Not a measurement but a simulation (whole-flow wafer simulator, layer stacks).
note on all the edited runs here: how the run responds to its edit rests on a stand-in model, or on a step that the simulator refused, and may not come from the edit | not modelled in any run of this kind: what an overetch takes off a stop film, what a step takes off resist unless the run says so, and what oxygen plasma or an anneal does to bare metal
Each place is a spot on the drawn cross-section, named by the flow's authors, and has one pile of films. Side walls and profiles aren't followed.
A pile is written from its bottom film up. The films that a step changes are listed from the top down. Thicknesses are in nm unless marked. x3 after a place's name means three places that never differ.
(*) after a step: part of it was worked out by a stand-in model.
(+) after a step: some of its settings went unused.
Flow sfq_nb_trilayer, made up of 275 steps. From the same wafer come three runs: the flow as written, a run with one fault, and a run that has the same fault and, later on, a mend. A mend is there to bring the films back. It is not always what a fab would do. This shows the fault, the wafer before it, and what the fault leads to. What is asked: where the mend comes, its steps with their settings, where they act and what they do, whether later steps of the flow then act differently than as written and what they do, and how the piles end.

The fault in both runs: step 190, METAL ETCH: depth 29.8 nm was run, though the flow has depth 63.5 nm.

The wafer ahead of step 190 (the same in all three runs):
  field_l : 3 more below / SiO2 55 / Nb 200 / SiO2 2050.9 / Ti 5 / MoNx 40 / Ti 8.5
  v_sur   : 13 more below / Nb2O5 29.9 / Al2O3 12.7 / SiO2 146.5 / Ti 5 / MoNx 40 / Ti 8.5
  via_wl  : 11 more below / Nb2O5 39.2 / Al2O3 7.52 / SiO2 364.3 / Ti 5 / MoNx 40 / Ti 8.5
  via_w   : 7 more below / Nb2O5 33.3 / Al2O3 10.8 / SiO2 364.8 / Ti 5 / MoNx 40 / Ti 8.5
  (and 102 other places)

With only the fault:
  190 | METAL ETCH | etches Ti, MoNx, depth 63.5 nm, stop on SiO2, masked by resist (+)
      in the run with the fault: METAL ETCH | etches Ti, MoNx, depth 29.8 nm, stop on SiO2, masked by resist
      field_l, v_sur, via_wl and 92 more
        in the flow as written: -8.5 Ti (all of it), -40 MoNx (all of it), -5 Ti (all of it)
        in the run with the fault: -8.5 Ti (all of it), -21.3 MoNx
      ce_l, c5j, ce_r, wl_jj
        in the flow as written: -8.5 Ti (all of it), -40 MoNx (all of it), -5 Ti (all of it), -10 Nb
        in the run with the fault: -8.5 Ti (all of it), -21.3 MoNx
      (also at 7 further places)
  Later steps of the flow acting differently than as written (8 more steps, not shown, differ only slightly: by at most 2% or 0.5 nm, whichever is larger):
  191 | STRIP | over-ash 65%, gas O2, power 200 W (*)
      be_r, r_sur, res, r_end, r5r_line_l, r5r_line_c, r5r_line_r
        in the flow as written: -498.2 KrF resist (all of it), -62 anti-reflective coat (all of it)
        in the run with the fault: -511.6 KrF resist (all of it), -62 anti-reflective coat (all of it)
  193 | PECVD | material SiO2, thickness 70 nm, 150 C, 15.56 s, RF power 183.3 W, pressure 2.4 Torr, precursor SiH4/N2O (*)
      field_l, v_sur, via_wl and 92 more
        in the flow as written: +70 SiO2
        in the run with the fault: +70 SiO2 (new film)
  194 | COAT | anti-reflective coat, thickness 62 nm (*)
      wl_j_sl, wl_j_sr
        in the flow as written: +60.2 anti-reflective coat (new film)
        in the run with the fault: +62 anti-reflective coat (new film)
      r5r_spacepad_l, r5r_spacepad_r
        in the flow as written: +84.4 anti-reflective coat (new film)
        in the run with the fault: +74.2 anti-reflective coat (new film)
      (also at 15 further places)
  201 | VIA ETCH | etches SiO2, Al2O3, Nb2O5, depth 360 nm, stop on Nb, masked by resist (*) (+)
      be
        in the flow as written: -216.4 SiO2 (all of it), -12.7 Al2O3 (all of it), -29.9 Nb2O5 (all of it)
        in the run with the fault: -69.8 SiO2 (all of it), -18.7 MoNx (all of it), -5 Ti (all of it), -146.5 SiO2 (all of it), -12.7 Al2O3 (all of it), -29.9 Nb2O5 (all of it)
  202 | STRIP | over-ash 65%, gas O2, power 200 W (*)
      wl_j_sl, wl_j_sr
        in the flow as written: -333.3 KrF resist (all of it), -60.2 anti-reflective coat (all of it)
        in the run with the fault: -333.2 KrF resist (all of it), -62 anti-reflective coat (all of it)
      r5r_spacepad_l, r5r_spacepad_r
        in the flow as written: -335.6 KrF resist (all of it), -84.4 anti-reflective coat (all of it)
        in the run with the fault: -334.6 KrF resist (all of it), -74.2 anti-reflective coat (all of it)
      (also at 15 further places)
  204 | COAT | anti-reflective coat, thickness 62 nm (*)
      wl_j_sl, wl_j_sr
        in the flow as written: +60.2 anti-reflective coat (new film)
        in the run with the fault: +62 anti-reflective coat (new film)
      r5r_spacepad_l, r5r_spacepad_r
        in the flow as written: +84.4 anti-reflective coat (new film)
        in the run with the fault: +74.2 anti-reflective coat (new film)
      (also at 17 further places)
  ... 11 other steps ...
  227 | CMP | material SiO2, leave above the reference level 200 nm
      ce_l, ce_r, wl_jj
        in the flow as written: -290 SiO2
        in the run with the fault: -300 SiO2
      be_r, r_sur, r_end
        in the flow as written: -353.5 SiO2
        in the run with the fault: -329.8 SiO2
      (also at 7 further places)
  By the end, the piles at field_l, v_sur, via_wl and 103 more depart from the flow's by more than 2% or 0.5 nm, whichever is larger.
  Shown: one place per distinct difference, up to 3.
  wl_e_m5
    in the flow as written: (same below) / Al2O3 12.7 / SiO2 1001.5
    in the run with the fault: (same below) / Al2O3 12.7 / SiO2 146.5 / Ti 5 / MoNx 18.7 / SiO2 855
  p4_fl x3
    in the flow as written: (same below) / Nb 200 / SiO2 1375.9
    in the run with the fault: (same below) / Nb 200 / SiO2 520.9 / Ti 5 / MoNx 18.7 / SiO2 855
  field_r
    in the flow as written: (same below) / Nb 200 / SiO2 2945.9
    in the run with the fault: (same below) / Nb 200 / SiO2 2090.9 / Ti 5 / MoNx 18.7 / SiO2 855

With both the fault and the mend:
  The mend follows step 191.
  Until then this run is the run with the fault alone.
  191a | COAT | anti-reflective coat, thickness 62 nm (*) (a further turn of the flow's step 183)
      p4_fl x3, p4_w1 x9, p4_g1 x2 and 57 more
        +62 anti-reflective coat (new film)
      via_sp, via_v, wire and 6 more
        +62.2 anti-reflective coat (new film)
      field_l, v_sur, via_wl, via_w, via_wr
        +62.1 anti-reflective coat (new film)
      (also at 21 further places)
  191b | COAT | KrF resist, thickness 600 nm (*) (a further turn of the flow's step 184)
      p4_fl x3, p4_w1 x9, p4_g1 x2 and 57 more
        +600 KrF resist (new film)
      via_wl, via_w, via_wr, via_sp, l0v
        +600.4 KrF resist (new film)
      via_v, lsp_r, l0_sur
        +600.5 KrF resist (new film)
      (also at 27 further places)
  191c | SOFTBAKE | KrF resist (a further turn of the flow's step 185)
      alters no film at any place that is followed
  191d | EXPOSE | photomask R5, dose 12.12 mJ/cm2, NA 0.6, wavelength 248 nm (*) (a further turn of the flow's step 186)
      alters no film at any place that is followed
  191e | PEB | KrF resist, 90 s (a further turn of the flow's step 187)
      field_l, v_sur, via_wl and 80 more
        -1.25 KrF resist
      be, be_sur, gap and 12 more
        -1.26 KrF resist
      be_r, r_sur, res, r_end
        -1.23 KrF resist
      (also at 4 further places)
  191f | DEVELOP | KrF resist, thickness 600 nm, 60 s (a further turn of the flow's step 188)
      p4_fl x3, p4_w1 x9, p4_g1 x2 and 57 more
        -598.7 KrF resist (all of it)
      be_r, r_sur, res, r_end, r5r_line_l, r5r_line_c, r5r_line_r
        -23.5 KrF resist
      field_l, v_sur, via_wl, via_w, via_wr
        -599.1 KrF resist (all of it)
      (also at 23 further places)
  191g | METAL ETCH | etches anti-reflective coat, depth 125 nm, masked by resist (*) (+) (a further turn of the flow's step 189)
      p4_fl x3, p4_w1 x9, p4_g1 x2 and 57 more
        -62 anti-reflective coat (all of it)
      via_sp, via_v, wire and 6 more
        -62.2 anti-reflective coat (all of it)
      be_r, r_sur, res, r_end, r5r_line_l, r5r_line_c, r5r_line_r
        -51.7 KrF resist
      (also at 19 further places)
  191h | METAL ETCH | etches Ti, MoNx, depth 33.7 nm, stop on SiO2, masked by resist (+) (a further turn of the flow's step 190, with different settings)
      field_l, v_sur, via_wl and 92 more
        -18.7 MoNx (all of it), -5 Ti (all of it)
      be_r, r_sur, res, r_end, r5r_line_l, r5r_line_c, r5r_line_r
        -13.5 KrF resist
      ce_l, c5j, ce_r, wl_jj
        -18.7 MoNx (all of it), -5 Ti (all of it), -10 Nb
  191i | STRIP | over-ash 65%, gas O2, power 200 W (*) (a further turn of the flow's step 191)
      r5r_line_l, r5r_line_c, r5r_line_r
        -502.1 KrF resist (all of it), -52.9 anti-reflective coat (all of it)
      be_r
        -497.9 KrF resist (all of it), -56.8 anti-reflective coat (all of it)
      r_sur
        -497.7 KrF resist (all of it), -59.3 anti-reflective coat (all of it)
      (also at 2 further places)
  Later steps of the flow that are run all act as written at every place that is followed.
  At every place that both follow, the piles at the end match the flow's.
